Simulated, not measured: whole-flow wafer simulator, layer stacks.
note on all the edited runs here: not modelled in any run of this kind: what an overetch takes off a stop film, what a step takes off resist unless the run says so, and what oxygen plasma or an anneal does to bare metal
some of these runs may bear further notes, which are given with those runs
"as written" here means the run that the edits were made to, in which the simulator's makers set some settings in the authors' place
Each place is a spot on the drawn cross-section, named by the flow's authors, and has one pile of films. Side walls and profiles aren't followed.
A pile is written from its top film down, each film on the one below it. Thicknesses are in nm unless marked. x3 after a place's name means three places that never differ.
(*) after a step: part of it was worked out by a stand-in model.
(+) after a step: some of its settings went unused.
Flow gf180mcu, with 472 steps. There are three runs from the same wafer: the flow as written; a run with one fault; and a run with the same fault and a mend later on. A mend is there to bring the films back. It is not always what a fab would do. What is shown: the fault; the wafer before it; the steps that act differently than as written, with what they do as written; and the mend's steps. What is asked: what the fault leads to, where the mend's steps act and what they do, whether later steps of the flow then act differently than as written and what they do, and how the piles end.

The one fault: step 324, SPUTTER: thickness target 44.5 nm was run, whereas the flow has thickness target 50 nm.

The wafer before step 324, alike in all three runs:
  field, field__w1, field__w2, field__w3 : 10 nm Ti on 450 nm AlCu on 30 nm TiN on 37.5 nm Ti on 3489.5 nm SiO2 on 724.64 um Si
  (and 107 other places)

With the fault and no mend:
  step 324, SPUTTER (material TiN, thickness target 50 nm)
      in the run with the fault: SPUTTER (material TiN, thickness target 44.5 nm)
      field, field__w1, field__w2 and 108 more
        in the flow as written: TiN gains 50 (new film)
        in the run with the fault: TiN gains 44.5 (new film)
  Steps further on in the flow that do not act as written (5 other steps are not shown; they differ only slightly, by no more than 2% or 0.5 nm, whichever is larger):
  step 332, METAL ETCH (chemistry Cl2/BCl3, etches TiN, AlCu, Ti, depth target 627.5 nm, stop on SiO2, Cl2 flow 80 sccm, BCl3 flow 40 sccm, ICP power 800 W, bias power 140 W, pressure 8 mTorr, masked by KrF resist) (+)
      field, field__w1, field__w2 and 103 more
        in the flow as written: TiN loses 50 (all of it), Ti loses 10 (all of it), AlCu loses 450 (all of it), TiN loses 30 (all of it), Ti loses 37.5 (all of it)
        in the run with the fault: TiN loses 44.5 (all of it), Ti loses 10 (all of it), AlCu loses 450 (all of it), TiN loses 30 (all of it), Ti loses 37.5 (all of it)
  The piles end different from the flow's at field__w8, contact, m1, m1__w1, m1_nw by more than 2% or 0.5 nm, whichever is larger.
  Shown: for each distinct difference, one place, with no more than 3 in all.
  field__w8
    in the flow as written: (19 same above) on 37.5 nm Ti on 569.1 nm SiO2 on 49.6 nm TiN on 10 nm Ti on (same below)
    in the run with the fault: (19 same above) on 37.5 nm Ti on 574.6 nm SiO2 on 44.1 nm TiN on 10 nm Ti on (same below)
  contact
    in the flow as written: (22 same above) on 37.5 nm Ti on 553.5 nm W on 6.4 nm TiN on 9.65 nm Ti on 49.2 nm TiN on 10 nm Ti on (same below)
    in the run with the fault: (22 same above) on 37.5 nm Ti on 559.1 nm W on 6.38 nm TiN on 9.62 nm Ti on 43.7 nm TiN on 10 nm Ti on (same below)

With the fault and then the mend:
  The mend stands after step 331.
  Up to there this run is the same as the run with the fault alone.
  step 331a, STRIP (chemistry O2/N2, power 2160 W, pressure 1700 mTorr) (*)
      field__w8, contact, m1, m1__w1, m1_nw
        KrF resist loses 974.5 (all of it)
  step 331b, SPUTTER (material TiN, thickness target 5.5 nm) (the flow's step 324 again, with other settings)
      field, field__w1, field__w2 and 108 more
        TiN gains 5.5
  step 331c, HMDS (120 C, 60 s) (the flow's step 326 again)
      alters no film at any place that is followed
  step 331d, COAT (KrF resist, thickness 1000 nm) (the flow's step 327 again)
      field, field__w1, field__w2 and 108 more
        KrF resist gains 1000 (new film)
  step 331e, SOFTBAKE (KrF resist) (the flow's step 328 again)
      alters no film at any place that is followed
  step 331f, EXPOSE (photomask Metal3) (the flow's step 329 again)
      alters no film at any place that is followed
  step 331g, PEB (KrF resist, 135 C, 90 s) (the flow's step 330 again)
      field, field__w1, field__w2 and 108 more
        KrF resist loses 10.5
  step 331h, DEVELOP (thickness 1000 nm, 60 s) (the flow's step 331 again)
      field, field__w1, field__w2 and 103 more
        KrF resist loses 989.5 (all of it)
      field__w8, contact, m1, m1__w1, m1_nw
        KrF resist loses 14.9
  None of the later steps of the flow acts differently than as written at any place that is followed.
  The piles end the same as the flow's at every place that both follow.
